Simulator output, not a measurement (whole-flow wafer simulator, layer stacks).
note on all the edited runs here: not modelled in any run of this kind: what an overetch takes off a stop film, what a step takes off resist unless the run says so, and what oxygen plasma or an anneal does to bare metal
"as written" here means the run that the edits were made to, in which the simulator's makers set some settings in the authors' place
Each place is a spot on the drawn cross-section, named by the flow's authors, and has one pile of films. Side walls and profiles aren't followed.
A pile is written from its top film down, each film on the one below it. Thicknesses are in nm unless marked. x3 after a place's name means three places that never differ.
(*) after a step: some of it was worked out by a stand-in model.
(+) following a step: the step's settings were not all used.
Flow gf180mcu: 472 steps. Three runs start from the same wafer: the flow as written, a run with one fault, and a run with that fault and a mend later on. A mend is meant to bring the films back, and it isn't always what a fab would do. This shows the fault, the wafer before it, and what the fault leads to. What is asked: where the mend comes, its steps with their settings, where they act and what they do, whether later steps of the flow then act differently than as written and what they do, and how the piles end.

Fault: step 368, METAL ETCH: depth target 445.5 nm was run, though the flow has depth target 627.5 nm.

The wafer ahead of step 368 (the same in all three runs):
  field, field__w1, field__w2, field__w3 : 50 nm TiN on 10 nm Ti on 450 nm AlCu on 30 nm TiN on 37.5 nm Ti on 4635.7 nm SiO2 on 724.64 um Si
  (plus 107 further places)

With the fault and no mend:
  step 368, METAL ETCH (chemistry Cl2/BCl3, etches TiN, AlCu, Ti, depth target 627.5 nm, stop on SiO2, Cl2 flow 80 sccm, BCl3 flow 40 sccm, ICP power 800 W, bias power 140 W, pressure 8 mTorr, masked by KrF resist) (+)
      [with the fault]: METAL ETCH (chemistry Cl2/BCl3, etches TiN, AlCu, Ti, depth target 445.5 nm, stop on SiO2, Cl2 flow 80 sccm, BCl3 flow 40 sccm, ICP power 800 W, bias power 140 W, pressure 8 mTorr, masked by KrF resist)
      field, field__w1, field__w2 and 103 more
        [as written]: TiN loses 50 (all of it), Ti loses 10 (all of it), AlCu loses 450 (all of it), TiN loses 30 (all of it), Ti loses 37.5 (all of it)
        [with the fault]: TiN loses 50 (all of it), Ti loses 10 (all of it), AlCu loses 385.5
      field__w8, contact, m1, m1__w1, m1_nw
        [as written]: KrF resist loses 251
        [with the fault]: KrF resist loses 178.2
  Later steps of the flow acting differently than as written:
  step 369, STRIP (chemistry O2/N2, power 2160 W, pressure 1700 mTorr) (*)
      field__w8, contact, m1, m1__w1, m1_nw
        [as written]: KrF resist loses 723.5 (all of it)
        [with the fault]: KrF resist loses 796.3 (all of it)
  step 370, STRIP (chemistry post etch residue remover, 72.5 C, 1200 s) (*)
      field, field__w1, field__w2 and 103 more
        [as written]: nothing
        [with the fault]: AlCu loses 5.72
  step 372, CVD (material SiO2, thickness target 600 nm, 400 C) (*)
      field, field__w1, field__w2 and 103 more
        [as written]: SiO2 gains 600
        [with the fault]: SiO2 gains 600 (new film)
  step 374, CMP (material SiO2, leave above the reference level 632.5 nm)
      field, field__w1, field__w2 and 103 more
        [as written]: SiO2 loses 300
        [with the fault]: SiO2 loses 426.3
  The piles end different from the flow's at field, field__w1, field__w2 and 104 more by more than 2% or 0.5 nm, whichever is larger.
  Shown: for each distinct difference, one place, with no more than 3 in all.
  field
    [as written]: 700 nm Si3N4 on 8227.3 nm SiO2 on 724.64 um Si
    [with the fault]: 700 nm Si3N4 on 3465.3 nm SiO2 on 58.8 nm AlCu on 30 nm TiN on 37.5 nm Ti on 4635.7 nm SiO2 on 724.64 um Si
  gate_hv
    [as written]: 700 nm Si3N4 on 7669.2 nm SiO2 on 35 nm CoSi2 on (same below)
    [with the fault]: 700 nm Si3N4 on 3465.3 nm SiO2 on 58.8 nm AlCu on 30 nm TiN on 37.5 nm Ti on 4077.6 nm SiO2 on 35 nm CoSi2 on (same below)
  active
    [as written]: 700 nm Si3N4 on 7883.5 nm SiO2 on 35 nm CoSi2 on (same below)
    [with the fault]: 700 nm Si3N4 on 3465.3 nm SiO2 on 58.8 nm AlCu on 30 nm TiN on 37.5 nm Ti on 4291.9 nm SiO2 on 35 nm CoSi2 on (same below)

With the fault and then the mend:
  The mend follows step 368.
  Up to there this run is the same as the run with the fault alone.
  step 368a, METAL ETCH (chemistry Cl2/BCl3, etches TiN, AlCu, Ti, depth target 182 nm, stop on SiO2, Cl2 flow 80 sccm, BCl3 flow 40 sccm, ICP power 800 W, bias power 140 W, pressure 8 mTorr, masked by KrF resist) (+) (the flow's step 368, run once more with other settings)
      field, field__w1, field__w2 and 103 more
        AlCu loses 64.5 (all of it), TiN loses 30 (all of it), Ti loses 37.5 (all of it)
      field__w8, contact, m1, m1__w1, m1_nw
        KrF resist loses 72.8
  None of the later steps of the flow acts differently than as written at any place that is followed.
  The piles end the same as the flow's at every place that both follow.
